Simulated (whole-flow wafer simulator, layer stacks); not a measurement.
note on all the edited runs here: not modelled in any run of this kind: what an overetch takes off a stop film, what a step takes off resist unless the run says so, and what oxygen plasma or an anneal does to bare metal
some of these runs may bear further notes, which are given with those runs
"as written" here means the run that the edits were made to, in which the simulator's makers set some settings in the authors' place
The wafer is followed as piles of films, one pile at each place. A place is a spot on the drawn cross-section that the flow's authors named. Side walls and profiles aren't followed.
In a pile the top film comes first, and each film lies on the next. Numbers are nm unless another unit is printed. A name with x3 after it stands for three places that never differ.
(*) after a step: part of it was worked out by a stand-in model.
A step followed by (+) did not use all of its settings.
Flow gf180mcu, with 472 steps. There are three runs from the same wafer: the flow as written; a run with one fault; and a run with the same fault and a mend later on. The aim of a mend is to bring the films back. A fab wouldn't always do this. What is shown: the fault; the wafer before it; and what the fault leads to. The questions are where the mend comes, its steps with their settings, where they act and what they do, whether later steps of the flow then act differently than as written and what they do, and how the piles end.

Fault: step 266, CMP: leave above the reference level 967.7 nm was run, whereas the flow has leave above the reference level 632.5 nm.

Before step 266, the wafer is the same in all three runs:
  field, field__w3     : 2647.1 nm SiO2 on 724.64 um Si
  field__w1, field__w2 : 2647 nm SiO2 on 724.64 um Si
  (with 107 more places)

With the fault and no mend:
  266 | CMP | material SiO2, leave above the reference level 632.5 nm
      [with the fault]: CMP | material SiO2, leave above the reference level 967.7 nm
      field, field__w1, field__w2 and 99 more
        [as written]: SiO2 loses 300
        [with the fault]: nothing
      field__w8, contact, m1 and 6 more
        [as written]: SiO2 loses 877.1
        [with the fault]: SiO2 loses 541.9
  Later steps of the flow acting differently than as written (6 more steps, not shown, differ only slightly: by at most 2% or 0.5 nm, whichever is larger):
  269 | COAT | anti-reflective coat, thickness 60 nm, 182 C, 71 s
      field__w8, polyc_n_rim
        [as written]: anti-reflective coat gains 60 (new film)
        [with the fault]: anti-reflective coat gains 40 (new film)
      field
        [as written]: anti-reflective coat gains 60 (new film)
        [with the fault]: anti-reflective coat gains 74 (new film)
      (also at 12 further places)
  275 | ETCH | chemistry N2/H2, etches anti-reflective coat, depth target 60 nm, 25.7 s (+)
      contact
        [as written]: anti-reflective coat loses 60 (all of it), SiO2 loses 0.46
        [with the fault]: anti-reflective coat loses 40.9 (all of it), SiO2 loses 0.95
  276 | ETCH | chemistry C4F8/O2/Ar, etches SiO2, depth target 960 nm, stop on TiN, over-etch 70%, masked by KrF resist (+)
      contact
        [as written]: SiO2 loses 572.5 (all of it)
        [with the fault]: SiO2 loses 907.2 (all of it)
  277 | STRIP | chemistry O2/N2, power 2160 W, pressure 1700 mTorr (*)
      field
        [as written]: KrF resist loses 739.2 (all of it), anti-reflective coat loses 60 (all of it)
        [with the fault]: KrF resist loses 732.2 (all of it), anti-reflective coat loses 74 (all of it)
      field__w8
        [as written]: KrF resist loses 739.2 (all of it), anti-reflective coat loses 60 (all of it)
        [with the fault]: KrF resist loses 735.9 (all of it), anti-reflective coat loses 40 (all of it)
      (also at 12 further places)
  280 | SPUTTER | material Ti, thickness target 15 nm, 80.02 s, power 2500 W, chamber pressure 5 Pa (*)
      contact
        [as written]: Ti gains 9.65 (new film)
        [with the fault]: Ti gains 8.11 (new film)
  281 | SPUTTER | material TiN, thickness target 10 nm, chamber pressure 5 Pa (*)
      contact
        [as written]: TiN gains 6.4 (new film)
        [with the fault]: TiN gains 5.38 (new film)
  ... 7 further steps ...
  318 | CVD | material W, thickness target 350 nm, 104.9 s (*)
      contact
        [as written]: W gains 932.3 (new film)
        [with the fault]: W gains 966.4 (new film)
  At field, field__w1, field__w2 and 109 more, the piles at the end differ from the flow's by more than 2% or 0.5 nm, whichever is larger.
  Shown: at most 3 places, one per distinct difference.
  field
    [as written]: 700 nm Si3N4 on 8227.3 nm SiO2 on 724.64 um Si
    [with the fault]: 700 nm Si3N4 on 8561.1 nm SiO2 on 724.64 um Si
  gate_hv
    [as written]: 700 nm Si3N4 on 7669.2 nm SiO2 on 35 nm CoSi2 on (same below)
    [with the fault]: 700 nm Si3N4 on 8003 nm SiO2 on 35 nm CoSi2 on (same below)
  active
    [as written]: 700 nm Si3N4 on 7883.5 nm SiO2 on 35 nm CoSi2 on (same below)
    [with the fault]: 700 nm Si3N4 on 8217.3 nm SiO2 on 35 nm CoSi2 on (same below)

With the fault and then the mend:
  After step 266 comes the mend.
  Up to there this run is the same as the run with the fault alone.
  266a | CMP | material SiO2, leave above the reference level 632.5 nm (the flow's step 266, run once more)
      field, field__w1, field__w2 and 99 more
        SiO2 loses 300
      field__w8, contact, m1 and 6 more
        SiO2 loses 335.2
  None of the later steps of the flow acts differently than as written at any place that is followed.
  The piles end the same as the flow's at every place that both follow.
